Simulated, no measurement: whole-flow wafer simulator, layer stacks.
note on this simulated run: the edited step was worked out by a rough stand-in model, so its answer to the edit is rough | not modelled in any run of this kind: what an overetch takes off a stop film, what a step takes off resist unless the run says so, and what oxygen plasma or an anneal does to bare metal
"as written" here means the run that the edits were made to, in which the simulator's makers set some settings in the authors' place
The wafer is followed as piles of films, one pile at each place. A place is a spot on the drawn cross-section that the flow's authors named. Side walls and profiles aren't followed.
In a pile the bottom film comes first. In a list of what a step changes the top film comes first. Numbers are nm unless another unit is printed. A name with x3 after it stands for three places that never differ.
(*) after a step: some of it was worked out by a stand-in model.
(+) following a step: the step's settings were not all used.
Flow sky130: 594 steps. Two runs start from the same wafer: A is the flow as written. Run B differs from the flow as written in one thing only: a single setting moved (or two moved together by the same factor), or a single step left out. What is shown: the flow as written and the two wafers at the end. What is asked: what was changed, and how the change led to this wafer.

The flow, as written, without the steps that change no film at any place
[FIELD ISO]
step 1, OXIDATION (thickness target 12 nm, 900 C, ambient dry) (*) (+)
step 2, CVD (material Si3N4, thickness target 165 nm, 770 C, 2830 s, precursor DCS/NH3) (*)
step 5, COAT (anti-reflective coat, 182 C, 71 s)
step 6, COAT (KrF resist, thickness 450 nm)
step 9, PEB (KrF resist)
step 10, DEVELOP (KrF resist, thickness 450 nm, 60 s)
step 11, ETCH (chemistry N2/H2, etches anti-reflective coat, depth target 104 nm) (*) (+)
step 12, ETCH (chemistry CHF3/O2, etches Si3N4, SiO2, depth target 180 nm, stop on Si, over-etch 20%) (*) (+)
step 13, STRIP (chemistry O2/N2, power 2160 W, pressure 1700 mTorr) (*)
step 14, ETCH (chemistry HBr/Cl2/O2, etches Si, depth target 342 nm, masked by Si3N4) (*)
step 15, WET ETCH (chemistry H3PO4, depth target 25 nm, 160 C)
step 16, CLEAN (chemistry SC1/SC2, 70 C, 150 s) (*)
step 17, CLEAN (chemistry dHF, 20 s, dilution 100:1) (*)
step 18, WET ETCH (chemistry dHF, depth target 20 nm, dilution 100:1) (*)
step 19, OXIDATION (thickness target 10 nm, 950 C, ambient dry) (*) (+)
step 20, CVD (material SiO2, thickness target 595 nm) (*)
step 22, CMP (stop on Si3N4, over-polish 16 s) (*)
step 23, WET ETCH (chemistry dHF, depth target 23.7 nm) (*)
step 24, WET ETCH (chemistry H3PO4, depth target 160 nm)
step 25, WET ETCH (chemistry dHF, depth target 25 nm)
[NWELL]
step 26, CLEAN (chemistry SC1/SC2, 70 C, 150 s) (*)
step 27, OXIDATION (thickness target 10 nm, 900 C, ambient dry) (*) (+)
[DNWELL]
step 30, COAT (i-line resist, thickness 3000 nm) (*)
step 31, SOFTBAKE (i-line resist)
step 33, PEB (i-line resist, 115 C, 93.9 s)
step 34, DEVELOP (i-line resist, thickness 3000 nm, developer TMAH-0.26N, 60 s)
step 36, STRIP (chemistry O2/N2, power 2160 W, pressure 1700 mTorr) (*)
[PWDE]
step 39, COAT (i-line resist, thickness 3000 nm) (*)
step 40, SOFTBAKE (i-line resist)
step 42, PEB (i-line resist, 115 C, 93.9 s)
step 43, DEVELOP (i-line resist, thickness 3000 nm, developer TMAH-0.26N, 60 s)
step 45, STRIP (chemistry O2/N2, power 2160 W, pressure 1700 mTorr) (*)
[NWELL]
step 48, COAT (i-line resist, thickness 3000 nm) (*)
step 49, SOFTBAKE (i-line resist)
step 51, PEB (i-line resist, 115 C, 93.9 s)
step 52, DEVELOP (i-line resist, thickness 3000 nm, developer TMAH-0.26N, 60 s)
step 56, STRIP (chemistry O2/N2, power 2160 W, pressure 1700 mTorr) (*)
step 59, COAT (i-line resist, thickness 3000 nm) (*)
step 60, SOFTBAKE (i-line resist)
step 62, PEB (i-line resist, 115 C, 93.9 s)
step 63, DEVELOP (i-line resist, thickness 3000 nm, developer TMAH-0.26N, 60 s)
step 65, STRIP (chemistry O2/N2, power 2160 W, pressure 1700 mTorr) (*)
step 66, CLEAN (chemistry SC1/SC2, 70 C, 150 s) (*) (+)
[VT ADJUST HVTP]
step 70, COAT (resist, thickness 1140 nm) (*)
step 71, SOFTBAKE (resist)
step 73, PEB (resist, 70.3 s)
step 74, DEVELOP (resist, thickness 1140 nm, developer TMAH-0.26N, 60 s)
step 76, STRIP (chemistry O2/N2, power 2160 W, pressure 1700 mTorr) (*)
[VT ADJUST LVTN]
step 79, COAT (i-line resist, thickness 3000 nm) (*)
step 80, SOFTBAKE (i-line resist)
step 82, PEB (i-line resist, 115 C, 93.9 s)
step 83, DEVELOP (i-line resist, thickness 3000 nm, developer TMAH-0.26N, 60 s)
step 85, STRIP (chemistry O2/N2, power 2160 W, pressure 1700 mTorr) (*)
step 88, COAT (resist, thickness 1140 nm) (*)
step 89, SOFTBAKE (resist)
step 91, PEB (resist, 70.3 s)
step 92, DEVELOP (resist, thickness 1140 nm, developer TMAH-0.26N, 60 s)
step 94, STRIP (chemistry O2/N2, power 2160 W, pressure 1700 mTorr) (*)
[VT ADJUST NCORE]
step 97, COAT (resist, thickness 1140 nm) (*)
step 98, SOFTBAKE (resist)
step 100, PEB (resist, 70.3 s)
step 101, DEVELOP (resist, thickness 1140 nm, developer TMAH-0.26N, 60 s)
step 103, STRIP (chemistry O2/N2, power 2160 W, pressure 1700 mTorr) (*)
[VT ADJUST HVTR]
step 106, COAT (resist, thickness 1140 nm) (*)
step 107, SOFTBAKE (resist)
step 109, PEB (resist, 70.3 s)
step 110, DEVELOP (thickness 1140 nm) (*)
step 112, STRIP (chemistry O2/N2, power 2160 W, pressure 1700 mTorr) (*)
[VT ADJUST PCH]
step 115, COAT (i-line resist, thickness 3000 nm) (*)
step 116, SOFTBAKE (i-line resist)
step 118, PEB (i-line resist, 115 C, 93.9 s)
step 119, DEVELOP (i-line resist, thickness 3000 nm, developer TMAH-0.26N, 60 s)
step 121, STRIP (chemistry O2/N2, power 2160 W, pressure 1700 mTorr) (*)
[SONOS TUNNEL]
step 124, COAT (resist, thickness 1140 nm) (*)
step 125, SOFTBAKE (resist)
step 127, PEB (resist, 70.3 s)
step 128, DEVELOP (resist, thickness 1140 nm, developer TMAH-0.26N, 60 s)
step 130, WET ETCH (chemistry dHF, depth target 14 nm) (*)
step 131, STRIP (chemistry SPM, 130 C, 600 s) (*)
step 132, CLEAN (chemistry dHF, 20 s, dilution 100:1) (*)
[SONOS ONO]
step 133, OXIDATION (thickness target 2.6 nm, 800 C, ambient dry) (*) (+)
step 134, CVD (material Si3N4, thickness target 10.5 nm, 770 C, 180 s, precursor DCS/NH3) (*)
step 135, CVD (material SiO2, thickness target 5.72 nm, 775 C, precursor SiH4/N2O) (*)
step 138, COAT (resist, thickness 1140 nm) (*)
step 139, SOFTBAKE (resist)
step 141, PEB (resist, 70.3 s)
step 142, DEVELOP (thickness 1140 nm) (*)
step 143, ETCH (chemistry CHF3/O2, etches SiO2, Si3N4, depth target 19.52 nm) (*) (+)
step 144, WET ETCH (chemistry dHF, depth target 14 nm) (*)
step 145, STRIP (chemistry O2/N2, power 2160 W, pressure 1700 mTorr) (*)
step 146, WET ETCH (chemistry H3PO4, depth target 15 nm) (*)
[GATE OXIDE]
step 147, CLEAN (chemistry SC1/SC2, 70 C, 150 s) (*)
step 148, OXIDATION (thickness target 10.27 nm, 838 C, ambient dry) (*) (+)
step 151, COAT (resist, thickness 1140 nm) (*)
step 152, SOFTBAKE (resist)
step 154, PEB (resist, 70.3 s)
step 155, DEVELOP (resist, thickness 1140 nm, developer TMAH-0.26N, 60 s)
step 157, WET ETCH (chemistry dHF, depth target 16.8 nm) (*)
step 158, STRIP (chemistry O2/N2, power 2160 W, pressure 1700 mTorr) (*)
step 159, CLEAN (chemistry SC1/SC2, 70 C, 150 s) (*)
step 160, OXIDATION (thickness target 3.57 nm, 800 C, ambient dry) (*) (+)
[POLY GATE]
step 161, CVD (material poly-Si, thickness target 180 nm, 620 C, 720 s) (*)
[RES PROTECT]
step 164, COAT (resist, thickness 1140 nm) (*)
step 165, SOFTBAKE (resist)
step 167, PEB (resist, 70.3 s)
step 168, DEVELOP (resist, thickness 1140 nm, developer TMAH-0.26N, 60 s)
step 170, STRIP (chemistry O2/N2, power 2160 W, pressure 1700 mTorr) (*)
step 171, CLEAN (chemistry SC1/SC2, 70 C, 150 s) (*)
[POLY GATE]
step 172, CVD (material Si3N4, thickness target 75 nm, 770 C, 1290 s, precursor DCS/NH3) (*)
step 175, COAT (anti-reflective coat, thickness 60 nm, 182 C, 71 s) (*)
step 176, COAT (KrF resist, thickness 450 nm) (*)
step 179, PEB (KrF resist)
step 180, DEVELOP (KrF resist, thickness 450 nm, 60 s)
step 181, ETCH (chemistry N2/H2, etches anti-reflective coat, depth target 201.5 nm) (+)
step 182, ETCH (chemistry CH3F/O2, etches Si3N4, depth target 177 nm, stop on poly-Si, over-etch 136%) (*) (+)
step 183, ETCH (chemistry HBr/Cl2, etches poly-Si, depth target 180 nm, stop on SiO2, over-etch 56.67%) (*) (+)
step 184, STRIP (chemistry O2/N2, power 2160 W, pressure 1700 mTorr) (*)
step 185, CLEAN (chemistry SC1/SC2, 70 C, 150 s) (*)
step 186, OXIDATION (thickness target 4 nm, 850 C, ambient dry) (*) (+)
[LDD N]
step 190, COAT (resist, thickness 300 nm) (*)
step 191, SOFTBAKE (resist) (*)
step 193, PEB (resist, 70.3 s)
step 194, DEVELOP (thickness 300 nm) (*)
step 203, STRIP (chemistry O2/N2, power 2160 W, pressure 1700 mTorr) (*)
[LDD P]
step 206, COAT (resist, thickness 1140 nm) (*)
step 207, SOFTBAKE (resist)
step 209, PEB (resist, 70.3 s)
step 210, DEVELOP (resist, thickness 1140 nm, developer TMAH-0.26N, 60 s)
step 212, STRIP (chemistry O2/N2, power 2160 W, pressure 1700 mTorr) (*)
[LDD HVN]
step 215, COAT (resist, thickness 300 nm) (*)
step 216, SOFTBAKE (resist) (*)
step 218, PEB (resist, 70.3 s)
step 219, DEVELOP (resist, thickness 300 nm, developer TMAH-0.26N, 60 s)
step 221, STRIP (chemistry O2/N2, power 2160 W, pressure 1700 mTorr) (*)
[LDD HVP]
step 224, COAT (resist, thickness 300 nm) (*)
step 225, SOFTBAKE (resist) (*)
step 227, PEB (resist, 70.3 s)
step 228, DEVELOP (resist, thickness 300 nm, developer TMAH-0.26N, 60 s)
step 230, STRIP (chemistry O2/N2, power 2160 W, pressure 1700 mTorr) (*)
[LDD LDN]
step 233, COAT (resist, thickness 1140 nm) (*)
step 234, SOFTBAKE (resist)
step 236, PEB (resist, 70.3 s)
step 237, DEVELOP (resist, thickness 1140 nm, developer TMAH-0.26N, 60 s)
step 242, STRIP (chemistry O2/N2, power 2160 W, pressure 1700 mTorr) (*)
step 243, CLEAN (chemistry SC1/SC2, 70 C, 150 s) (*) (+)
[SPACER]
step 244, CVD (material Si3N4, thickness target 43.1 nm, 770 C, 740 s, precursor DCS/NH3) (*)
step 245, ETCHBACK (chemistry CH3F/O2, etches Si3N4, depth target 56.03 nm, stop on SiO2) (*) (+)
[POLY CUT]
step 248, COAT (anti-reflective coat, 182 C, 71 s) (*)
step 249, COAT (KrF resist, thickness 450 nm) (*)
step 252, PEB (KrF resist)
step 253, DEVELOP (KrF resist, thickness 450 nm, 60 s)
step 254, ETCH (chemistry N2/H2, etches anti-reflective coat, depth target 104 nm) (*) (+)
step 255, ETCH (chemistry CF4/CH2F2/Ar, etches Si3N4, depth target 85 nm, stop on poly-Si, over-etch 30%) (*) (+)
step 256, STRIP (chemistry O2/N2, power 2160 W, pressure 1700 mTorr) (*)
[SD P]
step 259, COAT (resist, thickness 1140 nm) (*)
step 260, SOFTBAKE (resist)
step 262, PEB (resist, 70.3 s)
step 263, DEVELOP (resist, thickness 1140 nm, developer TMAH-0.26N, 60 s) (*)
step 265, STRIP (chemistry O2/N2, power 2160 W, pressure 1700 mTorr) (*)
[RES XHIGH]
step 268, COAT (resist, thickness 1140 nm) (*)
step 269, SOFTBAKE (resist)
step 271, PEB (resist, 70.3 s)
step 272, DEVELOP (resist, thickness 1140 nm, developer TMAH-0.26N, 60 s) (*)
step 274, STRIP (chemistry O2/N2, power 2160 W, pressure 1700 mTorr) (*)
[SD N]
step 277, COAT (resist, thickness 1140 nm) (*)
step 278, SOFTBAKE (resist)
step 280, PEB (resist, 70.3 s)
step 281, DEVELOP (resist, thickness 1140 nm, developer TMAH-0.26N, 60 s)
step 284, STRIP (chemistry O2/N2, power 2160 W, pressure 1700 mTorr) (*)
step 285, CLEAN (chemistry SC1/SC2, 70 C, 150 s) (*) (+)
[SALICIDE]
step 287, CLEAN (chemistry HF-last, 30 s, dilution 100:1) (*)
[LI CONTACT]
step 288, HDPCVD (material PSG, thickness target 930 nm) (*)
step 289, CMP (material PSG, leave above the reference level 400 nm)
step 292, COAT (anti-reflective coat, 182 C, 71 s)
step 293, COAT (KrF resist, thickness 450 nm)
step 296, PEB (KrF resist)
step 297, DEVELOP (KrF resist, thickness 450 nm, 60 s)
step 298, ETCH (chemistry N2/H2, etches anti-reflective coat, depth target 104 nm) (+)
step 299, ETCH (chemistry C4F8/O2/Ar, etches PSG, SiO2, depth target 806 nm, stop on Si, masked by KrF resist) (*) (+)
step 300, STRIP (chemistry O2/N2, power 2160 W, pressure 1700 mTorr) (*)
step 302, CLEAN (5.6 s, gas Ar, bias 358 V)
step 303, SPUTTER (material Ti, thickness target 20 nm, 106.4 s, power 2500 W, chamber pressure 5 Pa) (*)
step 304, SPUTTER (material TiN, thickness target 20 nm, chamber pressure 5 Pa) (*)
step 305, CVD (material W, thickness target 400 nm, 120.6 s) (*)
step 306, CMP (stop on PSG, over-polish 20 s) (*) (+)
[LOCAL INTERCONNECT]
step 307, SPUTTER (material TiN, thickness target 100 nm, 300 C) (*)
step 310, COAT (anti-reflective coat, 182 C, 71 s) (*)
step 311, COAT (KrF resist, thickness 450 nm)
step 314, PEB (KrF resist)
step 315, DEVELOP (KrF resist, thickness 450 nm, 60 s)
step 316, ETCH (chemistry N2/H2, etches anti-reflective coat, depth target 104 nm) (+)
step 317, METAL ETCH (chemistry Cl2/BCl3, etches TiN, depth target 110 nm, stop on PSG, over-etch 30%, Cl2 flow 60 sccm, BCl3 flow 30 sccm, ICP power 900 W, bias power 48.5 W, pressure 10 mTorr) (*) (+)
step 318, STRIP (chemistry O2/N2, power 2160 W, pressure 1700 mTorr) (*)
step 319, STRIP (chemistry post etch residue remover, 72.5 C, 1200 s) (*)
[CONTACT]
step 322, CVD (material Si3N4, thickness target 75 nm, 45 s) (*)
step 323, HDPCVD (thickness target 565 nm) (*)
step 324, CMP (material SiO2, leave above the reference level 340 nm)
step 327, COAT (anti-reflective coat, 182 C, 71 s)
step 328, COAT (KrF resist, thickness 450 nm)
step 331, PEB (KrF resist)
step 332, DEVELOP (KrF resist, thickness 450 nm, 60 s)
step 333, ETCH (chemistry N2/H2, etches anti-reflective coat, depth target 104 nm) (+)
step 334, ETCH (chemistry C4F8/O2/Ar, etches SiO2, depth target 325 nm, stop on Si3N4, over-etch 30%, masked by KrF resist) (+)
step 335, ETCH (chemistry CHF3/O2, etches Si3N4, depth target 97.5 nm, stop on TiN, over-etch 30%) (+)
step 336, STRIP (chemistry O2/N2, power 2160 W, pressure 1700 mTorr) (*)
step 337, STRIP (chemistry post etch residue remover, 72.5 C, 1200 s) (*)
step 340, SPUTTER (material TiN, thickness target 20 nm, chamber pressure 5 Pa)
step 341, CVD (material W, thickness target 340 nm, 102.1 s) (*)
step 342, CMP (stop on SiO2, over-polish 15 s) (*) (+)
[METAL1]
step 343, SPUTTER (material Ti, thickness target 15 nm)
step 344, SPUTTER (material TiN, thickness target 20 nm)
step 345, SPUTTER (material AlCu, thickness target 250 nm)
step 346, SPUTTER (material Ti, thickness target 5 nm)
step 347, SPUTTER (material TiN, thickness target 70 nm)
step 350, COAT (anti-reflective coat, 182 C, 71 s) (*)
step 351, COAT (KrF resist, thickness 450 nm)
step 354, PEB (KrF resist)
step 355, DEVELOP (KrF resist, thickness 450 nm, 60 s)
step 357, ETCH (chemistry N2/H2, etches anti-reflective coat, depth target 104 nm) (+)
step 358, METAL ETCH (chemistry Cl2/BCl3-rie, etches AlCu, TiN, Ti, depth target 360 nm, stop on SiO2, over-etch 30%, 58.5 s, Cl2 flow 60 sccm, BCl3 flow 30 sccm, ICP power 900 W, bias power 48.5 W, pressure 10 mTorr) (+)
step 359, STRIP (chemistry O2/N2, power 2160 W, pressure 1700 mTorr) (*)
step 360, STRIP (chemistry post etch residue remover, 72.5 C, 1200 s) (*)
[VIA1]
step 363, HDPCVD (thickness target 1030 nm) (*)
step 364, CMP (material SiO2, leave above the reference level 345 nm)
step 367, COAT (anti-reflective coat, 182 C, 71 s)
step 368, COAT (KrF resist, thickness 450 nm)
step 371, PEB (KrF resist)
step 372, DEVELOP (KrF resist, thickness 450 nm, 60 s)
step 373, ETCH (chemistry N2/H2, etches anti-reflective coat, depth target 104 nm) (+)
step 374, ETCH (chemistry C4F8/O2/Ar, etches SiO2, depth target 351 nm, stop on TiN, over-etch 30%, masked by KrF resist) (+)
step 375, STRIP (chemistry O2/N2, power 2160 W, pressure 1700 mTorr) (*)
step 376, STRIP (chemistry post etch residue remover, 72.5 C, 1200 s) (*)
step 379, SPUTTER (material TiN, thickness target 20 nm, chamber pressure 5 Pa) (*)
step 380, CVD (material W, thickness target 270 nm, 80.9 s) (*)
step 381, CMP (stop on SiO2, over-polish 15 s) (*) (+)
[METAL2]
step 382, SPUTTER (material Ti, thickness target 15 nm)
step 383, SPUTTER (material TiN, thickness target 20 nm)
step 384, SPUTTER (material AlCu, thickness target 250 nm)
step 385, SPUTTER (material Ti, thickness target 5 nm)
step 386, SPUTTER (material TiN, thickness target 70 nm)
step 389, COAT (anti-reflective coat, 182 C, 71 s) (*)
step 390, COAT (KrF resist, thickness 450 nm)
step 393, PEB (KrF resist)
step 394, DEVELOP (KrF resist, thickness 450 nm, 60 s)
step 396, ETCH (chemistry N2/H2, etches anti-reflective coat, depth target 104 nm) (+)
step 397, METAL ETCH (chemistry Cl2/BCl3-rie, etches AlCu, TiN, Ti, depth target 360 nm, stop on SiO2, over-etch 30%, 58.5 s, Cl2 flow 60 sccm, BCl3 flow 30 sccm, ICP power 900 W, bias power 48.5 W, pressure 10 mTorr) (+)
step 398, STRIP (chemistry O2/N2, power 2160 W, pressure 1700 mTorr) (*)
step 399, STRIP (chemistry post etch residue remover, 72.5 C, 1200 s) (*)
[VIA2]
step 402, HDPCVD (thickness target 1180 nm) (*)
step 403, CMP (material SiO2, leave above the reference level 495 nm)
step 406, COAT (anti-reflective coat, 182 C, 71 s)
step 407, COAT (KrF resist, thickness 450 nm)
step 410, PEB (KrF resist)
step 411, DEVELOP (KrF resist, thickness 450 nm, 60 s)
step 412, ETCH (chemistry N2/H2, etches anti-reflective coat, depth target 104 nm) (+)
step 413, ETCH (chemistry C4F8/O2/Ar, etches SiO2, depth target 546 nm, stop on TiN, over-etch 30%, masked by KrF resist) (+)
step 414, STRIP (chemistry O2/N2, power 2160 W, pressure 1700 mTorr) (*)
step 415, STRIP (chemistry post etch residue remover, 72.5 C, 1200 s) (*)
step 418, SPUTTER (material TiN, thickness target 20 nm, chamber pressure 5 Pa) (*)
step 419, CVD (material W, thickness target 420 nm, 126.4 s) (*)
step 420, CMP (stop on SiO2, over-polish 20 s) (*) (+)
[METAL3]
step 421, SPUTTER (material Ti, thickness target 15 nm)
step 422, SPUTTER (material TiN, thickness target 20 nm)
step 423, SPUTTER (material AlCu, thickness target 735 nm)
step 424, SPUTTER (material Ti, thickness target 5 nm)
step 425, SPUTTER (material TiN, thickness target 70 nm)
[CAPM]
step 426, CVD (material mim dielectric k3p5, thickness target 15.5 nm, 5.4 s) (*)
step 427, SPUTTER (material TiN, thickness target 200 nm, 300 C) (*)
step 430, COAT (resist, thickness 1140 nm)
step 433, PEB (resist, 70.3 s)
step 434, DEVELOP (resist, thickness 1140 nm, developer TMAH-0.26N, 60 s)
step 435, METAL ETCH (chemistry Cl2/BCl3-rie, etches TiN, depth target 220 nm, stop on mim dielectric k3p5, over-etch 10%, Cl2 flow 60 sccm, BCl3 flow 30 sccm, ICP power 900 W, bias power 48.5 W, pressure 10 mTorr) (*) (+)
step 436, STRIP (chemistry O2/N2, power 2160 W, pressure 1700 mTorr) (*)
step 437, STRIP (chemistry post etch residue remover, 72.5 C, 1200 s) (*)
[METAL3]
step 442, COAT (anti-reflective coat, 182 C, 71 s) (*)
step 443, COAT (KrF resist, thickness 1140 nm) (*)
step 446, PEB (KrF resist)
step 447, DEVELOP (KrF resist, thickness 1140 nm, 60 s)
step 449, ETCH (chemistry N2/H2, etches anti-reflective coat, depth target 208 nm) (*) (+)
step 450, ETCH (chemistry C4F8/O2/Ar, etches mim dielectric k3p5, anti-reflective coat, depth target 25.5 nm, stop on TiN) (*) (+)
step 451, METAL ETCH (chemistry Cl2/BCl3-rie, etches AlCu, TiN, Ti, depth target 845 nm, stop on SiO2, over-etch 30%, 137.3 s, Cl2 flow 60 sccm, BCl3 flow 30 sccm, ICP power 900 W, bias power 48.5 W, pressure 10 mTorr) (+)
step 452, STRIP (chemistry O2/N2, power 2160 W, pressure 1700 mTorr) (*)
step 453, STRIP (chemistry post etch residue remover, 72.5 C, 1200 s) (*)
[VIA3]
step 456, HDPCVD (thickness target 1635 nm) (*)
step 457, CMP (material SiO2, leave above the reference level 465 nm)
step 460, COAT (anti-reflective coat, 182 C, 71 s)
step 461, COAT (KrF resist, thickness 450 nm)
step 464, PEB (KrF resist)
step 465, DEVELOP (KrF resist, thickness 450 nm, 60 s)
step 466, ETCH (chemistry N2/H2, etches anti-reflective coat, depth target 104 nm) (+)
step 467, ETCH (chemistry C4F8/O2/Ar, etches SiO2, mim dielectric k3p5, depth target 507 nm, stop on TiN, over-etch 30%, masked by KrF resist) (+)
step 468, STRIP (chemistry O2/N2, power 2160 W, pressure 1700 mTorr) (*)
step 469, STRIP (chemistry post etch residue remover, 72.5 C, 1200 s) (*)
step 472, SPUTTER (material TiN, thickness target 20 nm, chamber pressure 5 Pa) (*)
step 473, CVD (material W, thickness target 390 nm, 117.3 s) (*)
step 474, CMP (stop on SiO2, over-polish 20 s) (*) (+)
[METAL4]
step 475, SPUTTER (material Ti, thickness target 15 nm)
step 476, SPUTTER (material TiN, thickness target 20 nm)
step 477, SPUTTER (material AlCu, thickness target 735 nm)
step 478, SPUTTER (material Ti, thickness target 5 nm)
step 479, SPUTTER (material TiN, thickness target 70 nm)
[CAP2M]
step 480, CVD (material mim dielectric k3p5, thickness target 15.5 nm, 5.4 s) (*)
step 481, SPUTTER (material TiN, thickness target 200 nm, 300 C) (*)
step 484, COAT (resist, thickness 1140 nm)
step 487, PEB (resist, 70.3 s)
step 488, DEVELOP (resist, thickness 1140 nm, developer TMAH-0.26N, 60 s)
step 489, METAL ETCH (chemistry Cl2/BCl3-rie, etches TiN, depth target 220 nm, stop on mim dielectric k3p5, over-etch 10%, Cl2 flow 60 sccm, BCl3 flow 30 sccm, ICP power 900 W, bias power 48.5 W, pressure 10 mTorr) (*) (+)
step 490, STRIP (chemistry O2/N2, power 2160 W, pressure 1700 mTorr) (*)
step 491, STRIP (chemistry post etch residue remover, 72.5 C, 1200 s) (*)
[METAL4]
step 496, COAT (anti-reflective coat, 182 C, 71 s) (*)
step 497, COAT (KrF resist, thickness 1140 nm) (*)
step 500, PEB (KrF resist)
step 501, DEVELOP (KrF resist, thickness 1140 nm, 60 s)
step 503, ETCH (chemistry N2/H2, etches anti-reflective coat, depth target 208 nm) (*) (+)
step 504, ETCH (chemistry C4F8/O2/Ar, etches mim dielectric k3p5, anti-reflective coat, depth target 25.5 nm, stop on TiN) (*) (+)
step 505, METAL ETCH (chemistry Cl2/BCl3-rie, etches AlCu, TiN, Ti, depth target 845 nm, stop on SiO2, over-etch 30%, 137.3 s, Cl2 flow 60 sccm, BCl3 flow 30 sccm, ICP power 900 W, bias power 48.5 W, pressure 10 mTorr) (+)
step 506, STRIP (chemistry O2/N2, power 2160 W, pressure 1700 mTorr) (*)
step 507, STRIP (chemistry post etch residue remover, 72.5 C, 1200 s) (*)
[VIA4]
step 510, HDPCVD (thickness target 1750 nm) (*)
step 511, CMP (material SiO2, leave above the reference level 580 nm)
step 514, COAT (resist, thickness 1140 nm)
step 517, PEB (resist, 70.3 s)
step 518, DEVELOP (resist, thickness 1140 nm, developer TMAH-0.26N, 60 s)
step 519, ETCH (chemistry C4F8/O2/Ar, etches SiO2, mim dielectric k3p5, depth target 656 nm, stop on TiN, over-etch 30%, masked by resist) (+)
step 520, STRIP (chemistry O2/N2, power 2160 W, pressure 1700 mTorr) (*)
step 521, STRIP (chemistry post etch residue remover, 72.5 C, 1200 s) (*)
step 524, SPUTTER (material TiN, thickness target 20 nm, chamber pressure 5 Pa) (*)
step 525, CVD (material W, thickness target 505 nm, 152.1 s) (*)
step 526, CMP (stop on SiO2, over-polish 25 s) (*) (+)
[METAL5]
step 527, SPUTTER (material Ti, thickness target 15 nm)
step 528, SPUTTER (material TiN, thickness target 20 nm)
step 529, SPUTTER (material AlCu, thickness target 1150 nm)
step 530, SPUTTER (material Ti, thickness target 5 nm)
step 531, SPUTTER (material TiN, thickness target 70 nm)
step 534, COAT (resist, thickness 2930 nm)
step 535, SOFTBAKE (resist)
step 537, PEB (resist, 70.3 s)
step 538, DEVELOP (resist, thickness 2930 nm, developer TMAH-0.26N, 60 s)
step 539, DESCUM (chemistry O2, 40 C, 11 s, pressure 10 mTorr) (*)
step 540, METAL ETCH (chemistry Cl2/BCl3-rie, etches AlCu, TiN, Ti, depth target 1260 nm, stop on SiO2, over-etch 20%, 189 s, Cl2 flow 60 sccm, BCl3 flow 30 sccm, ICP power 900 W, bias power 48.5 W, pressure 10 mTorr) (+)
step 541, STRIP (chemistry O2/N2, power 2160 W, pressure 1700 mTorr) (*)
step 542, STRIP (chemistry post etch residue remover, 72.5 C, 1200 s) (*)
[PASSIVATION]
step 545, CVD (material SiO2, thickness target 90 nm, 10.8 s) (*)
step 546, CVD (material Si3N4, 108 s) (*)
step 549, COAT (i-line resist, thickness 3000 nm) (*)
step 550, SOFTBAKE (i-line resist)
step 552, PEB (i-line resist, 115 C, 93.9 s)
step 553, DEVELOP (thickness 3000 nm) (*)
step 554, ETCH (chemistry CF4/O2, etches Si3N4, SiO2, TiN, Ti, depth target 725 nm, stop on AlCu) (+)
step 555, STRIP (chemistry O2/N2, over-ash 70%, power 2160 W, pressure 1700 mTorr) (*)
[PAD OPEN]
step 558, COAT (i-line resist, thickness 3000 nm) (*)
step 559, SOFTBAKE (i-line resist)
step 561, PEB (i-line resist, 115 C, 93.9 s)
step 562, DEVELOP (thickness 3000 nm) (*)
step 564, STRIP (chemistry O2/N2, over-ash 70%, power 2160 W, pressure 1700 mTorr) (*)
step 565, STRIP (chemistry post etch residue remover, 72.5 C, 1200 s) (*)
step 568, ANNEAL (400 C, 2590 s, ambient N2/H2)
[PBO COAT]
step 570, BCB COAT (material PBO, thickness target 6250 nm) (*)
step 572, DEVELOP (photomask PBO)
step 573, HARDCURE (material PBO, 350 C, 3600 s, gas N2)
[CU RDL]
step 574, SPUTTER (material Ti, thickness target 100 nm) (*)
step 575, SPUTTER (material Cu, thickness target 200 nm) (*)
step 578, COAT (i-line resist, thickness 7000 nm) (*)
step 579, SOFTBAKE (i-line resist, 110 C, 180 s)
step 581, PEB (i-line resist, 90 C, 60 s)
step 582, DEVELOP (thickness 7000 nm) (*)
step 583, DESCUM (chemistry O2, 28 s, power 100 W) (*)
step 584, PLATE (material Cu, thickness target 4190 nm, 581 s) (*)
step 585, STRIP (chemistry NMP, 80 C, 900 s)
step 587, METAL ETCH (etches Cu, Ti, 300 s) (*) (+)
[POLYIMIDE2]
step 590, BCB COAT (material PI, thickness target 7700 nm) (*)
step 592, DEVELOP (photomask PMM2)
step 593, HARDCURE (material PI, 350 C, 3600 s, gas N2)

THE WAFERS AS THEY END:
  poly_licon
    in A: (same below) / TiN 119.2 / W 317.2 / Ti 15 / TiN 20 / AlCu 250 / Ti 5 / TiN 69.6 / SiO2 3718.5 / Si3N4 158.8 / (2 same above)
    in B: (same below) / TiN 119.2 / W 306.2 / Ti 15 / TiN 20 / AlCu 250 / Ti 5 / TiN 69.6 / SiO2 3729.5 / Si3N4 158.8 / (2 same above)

Cause: step 341, CVD: thickness target 306 nm was run, though the flow has thickness target 340 nm; step 341, CVD: 91.91 s was run, where the flow has 102.1 s.

The path from the change to this, step by step:
  step 341, CVD (material W, thickness target 340 nm, 102.1 s) (*)
      field, active, n_well and 185 more: A +340 W (new film) | B +306.2 W (new film)
      ndiff_licon_cpp, rpo_hd_licon: A +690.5 W (new film) | B +656.7 W (new film)
      (as well as at 1 more place)
  step 342, CMP (stop on SiO2, over-polish 15 s) (*) (+)
      poly_licon: A -22.8 W | B nothing
      field, active, n_well and 184 more: A -340 W (all of it), -20 TiN (all of it), -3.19 SiO2 | B -306.2 W (all of it), -20 TiN (all of it), -3.19 SiO2
      (as well as at 3 more places)
  step 350, COAT (anti-reflective coat, 182 C, 71 s) (*)
      poly_licon: A +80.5 anti-reflective coat (new film) | B +91.5 anti-reflective coat (new film)
  step 359, STRIP (chemistry O2/N2, power 2160 W, pressure 1700 mTorr) (*)
      poly_licon: A -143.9 KrF resist (all of it), -80.5 anti-reflective coat (all of it) | B -143.9 KrF resist (all of it), -91.5 anti-reflective coat (all of it)
